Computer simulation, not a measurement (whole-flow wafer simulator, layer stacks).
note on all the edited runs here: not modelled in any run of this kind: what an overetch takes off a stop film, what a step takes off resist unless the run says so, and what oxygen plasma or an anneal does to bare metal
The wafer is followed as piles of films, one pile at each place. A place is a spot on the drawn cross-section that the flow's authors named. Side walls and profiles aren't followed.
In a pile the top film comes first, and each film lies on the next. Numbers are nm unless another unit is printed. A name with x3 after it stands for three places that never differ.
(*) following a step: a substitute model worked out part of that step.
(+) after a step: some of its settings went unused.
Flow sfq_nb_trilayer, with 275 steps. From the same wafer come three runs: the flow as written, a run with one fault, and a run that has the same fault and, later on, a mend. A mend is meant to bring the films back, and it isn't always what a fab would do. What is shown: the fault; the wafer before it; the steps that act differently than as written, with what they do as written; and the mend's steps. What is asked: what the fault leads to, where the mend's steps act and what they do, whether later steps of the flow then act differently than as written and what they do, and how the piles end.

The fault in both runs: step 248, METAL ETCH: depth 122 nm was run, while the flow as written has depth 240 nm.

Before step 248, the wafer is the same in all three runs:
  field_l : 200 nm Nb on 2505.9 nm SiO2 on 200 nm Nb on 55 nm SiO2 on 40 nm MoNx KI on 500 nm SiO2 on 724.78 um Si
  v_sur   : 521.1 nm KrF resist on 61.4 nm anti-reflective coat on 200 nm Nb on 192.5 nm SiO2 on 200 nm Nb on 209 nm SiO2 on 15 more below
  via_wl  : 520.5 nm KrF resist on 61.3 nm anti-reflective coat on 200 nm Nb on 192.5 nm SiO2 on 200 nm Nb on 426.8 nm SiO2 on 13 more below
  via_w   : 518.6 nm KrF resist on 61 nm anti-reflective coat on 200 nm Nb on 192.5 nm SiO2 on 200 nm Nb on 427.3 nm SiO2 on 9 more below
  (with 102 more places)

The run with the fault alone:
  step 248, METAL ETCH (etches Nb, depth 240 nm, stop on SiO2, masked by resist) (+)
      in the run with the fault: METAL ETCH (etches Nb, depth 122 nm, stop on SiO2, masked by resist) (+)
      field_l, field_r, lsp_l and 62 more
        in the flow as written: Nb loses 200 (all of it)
        in the run with the fault: Nb loses 122
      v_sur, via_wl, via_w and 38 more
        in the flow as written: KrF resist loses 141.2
        in the run with the fault: KrF resist loses 71.8
  Steps later in the flow that act otherwise than as written:
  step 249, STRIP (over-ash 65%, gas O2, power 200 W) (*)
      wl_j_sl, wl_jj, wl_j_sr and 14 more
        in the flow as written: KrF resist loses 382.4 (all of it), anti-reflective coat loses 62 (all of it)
        in the run with the fault: KrF resist loses 451.8 (all of it), anti-reflective coat loses 62 (all of it)
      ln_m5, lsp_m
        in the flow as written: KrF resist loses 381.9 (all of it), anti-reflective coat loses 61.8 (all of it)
        in the run with the fault: KrF resist loses 451.3 (all of it), anti-reflective coat loses 61.8 (all of it)
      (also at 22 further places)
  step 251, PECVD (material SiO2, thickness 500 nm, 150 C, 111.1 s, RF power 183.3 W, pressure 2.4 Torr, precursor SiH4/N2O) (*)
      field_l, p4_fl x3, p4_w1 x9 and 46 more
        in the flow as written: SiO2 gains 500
        in the run with the fault: SiO2 gains 500 (new film)
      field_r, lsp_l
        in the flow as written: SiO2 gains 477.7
        in the run with the fault: SiO2 gains 486.4 (new film)
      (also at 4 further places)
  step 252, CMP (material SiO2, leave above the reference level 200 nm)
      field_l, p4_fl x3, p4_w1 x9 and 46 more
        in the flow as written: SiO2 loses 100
        in the run with the fault: SiO2 loses 178
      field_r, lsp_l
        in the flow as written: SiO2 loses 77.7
        in the run with the fault: SiO2 loses 164.4
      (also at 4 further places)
  At field_l, field_r, lsp_l and 62 more, the piles at the end differ from the flow's by more than 2% or 0.5 nm, whichever is larger.
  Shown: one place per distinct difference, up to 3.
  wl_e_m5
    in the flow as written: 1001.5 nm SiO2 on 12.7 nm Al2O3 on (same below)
    in the run with the fault: 322 nm SiO2 on 78 nm Nb on 601.5 nm SiO2 on 12.7 nm Al2O3 on (same below)
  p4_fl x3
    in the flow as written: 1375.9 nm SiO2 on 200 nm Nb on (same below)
    in the run with the fault: 322 nm SiO2 on 78 nm Nb on 975.9 nm SiO2 on 200 nm Nb on (same below)
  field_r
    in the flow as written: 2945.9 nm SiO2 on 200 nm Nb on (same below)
    in the run with the fault: 322 nm SiO2 on 78 nm Nb on 2545.9 nm SiO2 on 200 nm Nb on (same below)

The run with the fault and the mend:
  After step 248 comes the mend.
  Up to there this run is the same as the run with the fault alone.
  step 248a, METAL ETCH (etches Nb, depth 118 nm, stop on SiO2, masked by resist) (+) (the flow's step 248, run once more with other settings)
      field_l, field_r, lsp_l and 62 more
        Nb loses 78 (all of it)
      v_sur, via_wl, via_w and 38 more
        KrF resist loses 68.8
  Later steps of the flow that are run all act as written at every place that is followed, up to a difference of at most 2% or 0.5 nm, whichever is larger.
  The piles end the same as the flow's at every place that both follow.
